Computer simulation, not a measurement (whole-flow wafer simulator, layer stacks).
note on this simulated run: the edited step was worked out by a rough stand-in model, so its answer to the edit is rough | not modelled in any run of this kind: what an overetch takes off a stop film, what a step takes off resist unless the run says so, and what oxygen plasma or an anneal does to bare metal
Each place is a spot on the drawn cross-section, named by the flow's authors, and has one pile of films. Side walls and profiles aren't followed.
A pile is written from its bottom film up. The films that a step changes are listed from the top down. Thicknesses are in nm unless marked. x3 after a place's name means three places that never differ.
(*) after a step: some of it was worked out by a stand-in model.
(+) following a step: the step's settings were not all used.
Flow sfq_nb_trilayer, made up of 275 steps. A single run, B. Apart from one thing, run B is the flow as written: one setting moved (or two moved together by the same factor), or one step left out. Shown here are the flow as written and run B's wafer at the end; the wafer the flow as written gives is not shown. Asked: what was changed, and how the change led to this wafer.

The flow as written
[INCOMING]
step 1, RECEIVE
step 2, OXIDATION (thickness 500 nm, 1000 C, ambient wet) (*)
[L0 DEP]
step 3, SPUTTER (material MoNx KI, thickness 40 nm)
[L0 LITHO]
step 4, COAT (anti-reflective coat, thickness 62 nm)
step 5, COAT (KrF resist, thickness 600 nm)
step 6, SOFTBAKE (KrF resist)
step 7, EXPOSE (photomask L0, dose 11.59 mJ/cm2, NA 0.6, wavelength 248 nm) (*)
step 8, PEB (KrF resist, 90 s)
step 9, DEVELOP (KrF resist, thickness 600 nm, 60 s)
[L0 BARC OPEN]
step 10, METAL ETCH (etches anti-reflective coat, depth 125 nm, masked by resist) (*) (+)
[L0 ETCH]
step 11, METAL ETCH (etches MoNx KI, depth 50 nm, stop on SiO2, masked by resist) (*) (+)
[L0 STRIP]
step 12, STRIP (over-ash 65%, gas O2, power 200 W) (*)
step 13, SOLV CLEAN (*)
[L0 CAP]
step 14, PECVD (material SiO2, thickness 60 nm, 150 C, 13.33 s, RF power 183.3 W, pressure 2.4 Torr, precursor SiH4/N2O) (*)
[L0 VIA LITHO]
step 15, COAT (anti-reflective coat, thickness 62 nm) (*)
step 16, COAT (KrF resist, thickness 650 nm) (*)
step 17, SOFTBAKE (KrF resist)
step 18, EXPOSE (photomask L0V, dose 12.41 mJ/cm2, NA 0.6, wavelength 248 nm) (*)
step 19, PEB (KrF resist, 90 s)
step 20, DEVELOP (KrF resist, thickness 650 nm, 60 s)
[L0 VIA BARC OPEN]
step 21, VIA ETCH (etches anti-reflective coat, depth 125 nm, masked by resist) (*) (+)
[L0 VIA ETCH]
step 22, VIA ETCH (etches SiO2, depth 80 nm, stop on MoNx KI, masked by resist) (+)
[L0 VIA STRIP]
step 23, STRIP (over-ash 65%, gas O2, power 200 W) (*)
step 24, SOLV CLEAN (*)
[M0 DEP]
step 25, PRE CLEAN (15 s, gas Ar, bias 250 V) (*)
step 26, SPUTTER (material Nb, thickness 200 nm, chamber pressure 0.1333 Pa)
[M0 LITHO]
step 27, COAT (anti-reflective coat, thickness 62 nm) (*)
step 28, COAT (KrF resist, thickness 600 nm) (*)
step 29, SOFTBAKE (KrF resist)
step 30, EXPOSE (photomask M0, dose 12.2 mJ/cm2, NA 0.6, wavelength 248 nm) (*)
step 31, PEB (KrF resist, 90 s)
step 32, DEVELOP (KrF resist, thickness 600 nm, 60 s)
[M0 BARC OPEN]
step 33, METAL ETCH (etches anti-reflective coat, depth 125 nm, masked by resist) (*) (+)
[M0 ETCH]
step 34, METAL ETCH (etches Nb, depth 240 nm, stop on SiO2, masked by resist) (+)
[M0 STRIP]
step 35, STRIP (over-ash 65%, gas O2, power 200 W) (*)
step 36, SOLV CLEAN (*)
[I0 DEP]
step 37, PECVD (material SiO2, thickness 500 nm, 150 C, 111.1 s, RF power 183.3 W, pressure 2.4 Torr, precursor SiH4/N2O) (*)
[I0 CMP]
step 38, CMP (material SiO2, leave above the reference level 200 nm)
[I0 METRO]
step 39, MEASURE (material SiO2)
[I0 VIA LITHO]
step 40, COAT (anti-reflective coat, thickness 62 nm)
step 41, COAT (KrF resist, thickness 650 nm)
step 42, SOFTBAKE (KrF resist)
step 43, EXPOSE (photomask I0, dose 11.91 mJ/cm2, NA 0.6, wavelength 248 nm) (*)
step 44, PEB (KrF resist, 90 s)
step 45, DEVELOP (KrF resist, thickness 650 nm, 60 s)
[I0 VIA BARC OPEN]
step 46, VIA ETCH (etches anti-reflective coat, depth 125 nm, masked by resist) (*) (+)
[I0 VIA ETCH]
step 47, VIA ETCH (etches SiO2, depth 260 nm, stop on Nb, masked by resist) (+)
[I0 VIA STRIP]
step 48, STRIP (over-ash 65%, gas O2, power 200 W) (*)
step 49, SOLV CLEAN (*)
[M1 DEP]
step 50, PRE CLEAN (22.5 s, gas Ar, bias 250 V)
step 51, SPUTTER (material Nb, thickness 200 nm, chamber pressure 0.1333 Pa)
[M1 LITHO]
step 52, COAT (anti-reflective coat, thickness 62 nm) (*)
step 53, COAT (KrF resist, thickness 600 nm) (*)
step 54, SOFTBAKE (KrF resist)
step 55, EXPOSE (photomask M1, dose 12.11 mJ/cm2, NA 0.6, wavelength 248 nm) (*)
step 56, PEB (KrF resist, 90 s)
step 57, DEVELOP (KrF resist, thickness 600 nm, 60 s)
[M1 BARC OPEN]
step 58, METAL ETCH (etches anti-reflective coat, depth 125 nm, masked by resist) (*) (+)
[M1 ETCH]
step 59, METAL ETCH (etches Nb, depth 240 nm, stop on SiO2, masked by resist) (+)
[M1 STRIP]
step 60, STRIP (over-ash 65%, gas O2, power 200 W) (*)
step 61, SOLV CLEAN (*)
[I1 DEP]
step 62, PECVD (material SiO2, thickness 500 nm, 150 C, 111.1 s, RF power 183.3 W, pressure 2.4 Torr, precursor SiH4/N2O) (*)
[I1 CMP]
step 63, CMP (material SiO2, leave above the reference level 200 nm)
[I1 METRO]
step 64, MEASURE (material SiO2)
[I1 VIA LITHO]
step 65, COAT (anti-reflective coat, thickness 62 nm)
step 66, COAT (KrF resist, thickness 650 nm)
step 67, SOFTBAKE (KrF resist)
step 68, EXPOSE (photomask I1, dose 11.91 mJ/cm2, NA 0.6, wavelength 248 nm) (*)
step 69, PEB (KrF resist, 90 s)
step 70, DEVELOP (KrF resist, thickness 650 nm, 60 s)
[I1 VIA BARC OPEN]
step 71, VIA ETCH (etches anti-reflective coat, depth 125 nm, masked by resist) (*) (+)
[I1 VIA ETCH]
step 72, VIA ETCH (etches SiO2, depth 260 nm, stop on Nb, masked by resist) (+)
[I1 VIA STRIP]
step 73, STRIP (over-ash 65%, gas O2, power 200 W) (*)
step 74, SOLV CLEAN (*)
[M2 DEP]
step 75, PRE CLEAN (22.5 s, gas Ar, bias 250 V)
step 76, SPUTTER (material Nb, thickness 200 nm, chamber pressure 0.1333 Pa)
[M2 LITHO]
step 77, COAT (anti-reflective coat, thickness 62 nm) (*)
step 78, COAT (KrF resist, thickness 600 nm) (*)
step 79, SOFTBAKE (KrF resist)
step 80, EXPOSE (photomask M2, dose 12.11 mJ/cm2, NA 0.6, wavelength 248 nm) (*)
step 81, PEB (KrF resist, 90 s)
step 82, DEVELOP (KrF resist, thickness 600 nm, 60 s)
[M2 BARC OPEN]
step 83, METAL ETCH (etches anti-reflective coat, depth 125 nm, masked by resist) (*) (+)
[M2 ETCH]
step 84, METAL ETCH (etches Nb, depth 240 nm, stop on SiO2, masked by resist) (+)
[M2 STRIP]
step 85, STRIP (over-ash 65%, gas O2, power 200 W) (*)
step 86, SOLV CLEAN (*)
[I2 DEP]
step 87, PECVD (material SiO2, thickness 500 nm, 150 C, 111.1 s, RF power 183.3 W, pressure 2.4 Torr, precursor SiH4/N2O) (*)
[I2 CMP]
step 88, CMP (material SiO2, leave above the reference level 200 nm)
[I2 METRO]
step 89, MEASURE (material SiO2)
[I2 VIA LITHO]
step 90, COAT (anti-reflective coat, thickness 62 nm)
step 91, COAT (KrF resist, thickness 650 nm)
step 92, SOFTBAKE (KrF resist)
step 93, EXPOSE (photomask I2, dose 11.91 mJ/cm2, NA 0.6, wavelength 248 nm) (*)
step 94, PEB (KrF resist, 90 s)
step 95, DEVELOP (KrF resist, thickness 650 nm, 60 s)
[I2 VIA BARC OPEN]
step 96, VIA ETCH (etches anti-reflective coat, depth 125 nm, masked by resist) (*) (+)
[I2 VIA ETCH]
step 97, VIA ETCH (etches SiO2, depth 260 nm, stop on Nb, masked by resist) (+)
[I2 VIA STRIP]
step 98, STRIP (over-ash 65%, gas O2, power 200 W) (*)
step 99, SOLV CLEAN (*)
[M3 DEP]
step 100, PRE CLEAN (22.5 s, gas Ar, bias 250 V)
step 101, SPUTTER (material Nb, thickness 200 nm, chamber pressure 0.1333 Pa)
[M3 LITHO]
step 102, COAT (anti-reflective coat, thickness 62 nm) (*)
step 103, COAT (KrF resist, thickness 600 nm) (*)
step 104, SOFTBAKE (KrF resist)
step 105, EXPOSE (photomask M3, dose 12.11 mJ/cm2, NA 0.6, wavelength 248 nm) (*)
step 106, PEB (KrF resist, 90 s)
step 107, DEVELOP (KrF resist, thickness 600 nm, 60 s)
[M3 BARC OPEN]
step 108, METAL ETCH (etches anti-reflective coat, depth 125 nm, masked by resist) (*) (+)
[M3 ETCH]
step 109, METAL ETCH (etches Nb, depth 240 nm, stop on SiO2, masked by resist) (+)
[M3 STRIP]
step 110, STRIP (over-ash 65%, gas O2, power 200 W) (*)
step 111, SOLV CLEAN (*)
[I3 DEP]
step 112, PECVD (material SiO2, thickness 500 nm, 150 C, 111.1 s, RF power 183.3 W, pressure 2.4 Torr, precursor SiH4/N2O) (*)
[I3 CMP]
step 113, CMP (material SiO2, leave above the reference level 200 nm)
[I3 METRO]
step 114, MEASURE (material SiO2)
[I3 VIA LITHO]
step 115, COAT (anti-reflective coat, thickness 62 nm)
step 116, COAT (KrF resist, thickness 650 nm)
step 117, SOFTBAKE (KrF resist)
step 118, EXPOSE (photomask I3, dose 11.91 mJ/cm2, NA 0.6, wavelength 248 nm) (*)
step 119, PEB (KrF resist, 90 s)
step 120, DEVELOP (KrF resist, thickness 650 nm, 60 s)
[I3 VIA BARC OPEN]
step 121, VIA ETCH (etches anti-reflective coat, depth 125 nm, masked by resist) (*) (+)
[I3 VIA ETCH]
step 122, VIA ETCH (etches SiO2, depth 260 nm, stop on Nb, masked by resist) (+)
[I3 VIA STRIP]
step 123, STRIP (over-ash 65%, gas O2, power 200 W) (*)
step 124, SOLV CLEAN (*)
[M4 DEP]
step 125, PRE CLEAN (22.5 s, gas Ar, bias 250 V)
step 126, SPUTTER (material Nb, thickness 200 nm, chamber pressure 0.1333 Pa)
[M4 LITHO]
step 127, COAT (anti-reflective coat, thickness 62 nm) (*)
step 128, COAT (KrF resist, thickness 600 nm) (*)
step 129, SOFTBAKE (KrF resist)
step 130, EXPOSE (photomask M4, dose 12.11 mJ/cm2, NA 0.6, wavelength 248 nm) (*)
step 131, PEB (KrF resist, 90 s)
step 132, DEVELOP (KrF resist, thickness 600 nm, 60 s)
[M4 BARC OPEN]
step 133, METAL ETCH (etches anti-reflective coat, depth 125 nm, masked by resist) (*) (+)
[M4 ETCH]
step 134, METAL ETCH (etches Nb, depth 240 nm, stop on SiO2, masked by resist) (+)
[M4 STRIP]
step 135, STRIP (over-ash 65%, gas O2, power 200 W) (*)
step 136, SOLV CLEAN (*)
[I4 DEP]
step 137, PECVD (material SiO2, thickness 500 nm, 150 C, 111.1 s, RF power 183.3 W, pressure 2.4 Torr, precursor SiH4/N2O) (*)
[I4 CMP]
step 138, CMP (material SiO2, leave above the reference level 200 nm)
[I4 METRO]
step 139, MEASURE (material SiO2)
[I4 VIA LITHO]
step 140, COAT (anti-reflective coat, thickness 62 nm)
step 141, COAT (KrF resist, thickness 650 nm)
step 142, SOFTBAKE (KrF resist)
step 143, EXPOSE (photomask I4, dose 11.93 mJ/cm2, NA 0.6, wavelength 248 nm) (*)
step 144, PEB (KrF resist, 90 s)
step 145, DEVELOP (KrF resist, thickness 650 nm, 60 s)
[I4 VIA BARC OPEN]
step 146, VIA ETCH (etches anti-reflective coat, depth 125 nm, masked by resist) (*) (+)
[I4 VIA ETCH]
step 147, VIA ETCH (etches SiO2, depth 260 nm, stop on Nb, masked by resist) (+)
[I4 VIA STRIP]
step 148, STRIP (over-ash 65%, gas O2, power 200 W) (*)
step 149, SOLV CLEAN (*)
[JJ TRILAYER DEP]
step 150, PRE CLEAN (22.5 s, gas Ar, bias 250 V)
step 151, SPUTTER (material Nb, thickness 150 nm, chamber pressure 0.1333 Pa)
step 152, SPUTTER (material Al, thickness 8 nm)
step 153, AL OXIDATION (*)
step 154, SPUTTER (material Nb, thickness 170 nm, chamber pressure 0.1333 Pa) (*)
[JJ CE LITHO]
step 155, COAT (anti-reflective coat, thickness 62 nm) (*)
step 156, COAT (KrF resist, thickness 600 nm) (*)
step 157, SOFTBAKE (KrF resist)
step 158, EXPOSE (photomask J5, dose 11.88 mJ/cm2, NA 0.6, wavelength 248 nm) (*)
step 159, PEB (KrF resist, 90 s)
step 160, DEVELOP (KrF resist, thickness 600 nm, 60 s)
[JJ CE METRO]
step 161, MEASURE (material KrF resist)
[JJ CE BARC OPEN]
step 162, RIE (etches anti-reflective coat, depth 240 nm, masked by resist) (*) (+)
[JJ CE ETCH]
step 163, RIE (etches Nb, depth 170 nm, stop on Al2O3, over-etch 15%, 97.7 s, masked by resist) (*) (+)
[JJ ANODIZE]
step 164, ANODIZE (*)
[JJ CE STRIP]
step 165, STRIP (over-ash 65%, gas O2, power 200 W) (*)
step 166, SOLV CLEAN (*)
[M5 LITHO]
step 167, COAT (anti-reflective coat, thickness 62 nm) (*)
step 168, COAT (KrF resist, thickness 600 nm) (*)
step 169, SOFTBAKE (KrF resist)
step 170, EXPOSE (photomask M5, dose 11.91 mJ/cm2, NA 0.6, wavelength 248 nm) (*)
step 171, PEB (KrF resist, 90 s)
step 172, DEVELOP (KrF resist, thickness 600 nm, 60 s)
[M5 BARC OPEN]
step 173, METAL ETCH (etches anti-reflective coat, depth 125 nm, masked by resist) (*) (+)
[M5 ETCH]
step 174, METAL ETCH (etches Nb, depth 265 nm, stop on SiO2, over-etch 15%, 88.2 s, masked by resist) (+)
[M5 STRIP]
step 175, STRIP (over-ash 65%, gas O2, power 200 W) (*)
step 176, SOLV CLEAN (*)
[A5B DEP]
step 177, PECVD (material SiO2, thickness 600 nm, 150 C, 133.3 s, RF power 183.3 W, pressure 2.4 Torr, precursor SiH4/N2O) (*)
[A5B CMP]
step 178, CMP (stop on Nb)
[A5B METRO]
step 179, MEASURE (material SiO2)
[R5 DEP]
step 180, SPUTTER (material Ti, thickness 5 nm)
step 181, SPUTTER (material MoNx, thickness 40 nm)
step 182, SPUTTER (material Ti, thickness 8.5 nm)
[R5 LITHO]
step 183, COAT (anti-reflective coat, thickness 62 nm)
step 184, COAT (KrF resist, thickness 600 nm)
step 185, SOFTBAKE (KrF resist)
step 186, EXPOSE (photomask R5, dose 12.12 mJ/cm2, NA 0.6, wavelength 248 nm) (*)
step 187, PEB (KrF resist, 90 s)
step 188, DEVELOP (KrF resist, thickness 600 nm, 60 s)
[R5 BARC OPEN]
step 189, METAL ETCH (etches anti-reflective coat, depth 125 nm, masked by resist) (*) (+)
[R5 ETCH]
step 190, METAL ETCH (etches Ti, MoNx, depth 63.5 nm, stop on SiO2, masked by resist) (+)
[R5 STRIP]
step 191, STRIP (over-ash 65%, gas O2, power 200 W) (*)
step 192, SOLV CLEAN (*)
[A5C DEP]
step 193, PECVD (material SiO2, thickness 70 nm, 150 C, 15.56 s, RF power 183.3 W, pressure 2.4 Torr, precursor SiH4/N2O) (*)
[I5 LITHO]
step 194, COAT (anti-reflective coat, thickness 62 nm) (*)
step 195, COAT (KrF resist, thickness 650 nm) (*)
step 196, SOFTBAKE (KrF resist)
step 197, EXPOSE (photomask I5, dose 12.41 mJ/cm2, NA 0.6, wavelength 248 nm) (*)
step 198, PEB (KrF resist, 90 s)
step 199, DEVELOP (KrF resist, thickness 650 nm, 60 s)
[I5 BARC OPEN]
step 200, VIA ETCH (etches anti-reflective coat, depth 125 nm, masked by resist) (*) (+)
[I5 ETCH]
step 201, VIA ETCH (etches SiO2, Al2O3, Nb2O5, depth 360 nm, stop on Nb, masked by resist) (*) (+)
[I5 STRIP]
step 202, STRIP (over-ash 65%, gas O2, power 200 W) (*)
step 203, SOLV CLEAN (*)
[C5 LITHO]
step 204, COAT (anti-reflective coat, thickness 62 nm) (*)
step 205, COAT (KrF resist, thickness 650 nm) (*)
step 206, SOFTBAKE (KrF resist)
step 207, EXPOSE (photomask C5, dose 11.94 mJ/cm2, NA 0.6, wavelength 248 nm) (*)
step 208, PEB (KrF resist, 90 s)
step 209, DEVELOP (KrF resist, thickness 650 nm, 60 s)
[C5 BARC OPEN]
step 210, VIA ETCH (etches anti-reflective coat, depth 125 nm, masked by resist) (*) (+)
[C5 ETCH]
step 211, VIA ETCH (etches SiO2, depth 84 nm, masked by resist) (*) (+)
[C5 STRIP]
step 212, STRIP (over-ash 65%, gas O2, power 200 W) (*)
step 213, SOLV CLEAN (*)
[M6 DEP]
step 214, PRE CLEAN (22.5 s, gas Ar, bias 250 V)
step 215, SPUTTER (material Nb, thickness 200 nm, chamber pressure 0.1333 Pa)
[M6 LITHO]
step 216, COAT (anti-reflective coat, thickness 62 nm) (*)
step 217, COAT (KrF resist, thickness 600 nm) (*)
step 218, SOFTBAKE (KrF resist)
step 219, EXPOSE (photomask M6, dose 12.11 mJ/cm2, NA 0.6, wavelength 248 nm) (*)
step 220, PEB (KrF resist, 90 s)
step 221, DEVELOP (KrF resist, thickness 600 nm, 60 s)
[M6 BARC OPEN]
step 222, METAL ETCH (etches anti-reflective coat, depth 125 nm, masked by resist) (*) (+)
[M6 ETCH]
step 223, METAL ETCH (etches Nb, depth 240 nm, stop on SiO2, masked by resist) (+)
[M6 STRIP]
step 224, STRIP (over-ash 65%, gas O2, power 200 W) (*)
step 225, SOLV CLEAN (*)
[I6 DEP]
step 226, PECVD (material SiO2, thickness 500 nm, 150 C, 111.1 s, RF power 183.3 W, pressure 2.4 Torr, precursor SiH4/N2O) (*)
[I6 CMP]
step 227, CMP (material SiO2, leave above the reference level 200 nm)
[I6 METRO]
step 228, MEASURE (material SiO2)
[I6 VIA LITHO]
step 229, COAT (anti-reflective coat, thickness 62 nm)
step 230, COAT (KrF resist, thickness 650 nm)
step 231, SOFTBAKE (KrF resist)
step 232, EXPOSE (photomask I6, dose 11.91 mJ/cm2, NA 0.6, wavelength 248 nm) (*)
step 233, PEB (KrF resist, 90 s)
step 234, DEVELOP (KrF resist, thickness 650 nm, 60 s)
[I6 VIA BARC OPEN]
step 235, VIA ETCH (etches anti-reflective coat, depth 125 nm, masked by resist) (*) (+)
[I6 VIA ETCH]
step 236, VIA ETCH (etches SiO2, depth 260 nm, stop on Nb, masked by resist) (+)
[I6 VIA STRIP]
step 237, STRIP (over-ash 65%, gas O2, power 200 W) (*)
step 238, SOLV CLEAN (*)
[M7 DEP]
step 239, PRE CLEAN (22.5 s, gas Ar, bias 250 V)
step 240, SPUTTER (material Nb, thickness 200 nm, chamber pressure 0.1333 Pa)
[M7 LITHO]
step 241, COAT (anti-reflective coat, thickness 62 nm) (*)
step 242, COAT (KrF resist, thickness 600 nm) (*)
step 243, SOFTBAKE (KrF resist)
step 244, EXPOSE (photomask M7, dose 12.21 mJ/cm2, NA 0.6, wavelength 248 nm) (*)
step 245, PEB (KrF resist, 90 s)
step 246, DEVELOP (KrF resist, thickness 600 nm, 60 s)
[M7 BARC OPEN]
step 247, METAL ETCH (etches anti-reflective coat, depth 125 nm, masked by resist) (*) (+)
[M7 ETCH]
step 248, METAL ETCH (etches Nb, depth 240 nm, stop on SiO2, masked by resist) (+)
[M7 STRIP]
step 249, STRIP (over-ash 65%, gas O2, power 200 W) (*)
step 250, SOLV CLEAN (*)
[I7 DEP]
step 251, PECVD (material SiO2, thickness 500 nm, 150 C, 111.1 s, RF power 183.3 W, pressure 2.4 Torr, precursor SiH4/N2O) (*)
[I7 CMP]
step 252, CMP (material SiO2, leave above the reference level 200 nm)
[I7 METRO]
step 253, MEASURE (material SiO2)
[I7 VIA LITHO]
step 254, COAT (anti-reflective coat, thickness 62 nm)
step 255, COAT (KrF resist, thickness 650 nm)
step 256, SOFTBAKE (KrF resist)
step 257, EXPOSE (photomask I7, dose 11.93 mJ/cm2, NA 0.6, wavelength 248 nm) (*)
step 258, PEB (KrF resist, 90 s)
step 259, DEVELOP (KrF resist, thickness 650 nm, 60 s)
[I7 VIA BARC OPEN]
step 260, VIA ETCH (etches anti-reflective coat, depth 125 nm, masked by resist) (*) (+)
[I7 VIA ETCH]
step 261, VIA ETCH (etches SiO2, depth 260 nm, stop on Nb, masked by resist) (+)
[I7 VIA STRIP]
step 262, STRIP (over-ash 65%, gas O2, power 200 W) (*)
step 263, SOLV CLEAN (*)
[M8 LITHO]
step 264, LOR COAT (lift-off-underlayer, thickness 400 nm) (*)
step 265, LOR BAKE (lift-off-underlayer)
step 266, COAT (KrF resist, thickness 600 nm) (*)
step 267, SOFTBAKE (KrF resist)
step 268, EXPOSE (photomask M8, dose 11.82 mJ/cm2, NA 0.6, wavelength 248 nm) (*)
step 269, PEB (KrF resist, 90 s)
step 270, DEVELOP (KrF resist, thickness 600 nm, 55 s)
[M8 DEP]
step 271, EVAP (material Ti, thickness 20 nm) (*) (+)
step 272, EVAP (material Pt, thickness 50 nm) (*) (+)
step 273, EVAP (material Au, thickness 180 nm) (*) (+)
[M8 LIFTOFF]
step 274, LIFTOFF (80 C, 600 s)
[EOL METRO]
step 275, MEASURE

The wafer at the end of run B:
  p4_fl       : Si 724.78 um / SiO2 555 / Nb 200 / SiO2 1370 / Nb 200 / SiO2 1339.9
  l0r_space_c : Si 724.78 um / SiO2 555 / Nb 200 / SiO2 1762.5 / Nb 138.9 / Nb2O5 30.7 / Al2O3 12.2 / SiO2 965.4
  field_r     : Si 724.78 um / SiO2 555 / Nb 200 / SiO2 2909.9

What caused this: step 154, SPUTTER: thickness 134 nm was run, whereas the flow has thickness 170 nm.

How this came from the change, step by step:
  step 154, SPUTTER (material Nb, thickness 170 nm, chamber pressure 0.1333 Pa) (*)
      field_l, v_sur, via_sp and 100 more: Nb gains 134 (new film) (as written it would have been: Nb gains 170 (new film))
      via_wl, via_wr: Nb gains 110.8 (new film) (as written it would have been: Nb gains 140.7 (new film))
      (and at 1 other place as well)
  step 155, COAT (anti-reflective coat, thickness 62 nm) (*)
      via_wl, via_wr: anti-reflective coat gains 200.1 (new film) (as written it would have been: anti-reflective coat gains 209.4 (new film))
      via_w: anti-reflective coat gains 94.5 (new film) (as written it would have been: anti-reflective coat gains 97.4 (new film))
  step 162, RIE (etches anti-reflective coat, depth 240 nm, masked by resist) (*) (+)
      ce_l, c5j, ce_r, wl_jj: KrF resist loses 200.1 (as written it would have been: KrF resist loses 209.4)
      via_wl, via_wr: anti-reflective coat loses 200.1 (all of it) (as written it would have been: anti-reflective coat loses 209.4 (all of it))
      (and at 1 other place as well)
  step 163, RIE (etches Nb, depth 170 nm, stop on Al2O3, over-etch 15%, 97.7 s, masked by resist) (*) (+)
      field_l, v_sur, via_sp and 96 more: Nb loses 134 (all of it), Al2O3 loses 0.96 (all of it) (as written it would have been: Nb loses 170 (all of it), Al2O3 loses 0.51)
      via_wl, via_wr: Nb loses 110.8 (all of it), Al2O3 loses 0.96 (all of it) (as written it would have been: Nb loses 140.7 (all of it), Al2O3 loses 0.96 (all of it))
      (and at 1 other place as well)
  step 164, ANODIZE (*)
      field_l, v_sur, via_sp and 96 more: Al2O3 gains 12.2 (new film), Nb2O5 gains 30.7 (new film), Al loses 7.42 (all of it), Nb loses 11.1 (as written it would have been: Al2O3 gains 12.2, Nb2O5 gains 29.9 (new film), Al loses 7.42 (all of it), Nb loses 10.8)
  step 165, STRIP (over-ash 65%, gas O2, power 200 W) (*)
      ce_l: KrF resist loses 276 (all of it), anti-reflective coat loses 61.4 (all of it) (as written it would have been: KrF resist loses 266.8 (all of it), anti-reflective coat loses 61.4 (all of it))
      c5j: KrF resist loses 276.1 (all of it), anti-reflective coat loses 61.5 (all of it) (as written it would have been: KrF resist loses 266.9 (all of it), anti-reflective coat loses 61.5 (all of it))
      (and at 2 other places as well)
  step 167, COAT (anti-reflective coat, thickness 62 nm) (*)
      wl_j_sl, wl_j_sr: anti-reflective coat gains 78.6 (new film) (as written it would have been: anti-reflective coat gains 83.3 (new film))
      jj_sur: anti-reflective coat gains 78.2 (new film) (as written it would have been: anti-reflective coat gains 82.6 (new film))
      (and at 5 other places as well)
  step 168, COAT (KrF resist, thickness 600 nm) (*)
      ce_l: KrF resist gains 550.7 (new film) (as written it would have been: KrF resist gains 528.3 (new film))
      c5j: KrF resist gains 530.7 (new film) (as written it would have been: KrF resist gains 507.6 (new film))
      (and at 2 other places as well)
  step 174, METAL ETCH (etches Nb, depth 265 nm, stop on SiO2, over-etch 15%, 88.2 s, masked by resist) (+)
      field_l, r_sur, res and 50 more: Al2O3 loses 12.2 (all of it), Nb2O5 loses 30.7 (all of it), Nb loses 138.9 (all of it), SiO2 loses 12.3 (as written it would have been: Al2O3 loses 12.6 (all of it), Nb2O5 loses 29.9 (all of it), Nb loses 139.2 (all of it), SiO2 loses 12.3)
  step 175, STRIP (over-ash 65%, gas O2, power 200 W) (*)
      jj_sur: KrF resist loses 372 (all of it), anti-reflective coat loses 78.2 (all of it) (as written it would have been: KrF resist loses 374.7 (all of it), anti-reflective coat loses 82.6 (all of it))
      ce_l: KrF resist loses 322 (all of it), anti-reflective coat loses 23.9 (all of it) (as written it would have been: KrF resist loses 299.6 (all of it), anti-reflective coat loses 19.6 (all of it))
      (and at 6 other places as well)
  step 178, CMP (stop on Nb)
      v_sur, via_sp, via_v and 43 more: SiO2 loses 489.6 (as written it would have been: SiO2 loses 453.5)
      field_l, p4_fl, p4_fm and 39 more: SiO2 loses 295.3 (as written it would have been: SiO2 loses 259.3)
      (and at 14 other places as well)
  step 201, VIA ETCH (etches SiO2, Al2O3, Nb2O5, depth 360 nm, stop on Nb, masked by resist) (*) (+)
      be: SiO2 loses 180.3 (all of it), Al2O3 loses 12.2 (all of it), Nb2O5 loses 30.7 (all of it) (as written it would have been: SiO2 loses 216.4 (all of it), Al2O3 loses 12.7 (all of it), Nb2O5 loses 29.9 (all of it))
  step 204, COAT (anti-reflective coat, thickness 62 nm) (*)
      wire: anti-reflective coat gains 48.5 (new film) (as written it would have been: anti-reflective coat gains 47.4 (new film))
      be: anti-reflective coat gains 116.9 (new film) (as written it would have been: anti-reflective coat gains 122.2 (new film))
      (and at 1 other place as well)
  step 205, COAT (KrF resist, thickness 650 nm) (*)
      be: KrF resist gains 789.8 (new film) (as written it would have been: KrF resist gains 815.3 (new film))
  step 212, STRIP (over-ash 65%, gas O2, power 200 W) (*)
      wire: KrF resist loses 557.8 (all of it), anti-reflective coat loses 48.5 (all of it) (as written it would have been: KrF resist loses 555.8 (all of it), anti-reflective coat loses 47.4 (all of it))
      be: KrF resist loses 702.7 (all of it), anti-reflective coat loses 116.9 (all of it) (as written it would have been: KrF resist loses 728.2 (all of it), anti-reflective coat loses 122.2 (all of it))
      (and at 1 other place as well)
  step 215, SPUTTER (material Nb, thickness 200 nm, chamber pressure 0.1333 Pa)
      be: Nb gains 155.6 (as written it would have been: Nb gains 147.3)
  ... 3 other steps ...
  step 226, PECVD (material SiO2, thickness 500 nm, 150 C, 111.1 s, RF power 183.3 W, pressure 2.4 Torr, precursor SiH4/N2O) (*)
      be: SiO2 gains 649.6 (new film) (as written it would have been: SiO2 gains 693.5 (new film))
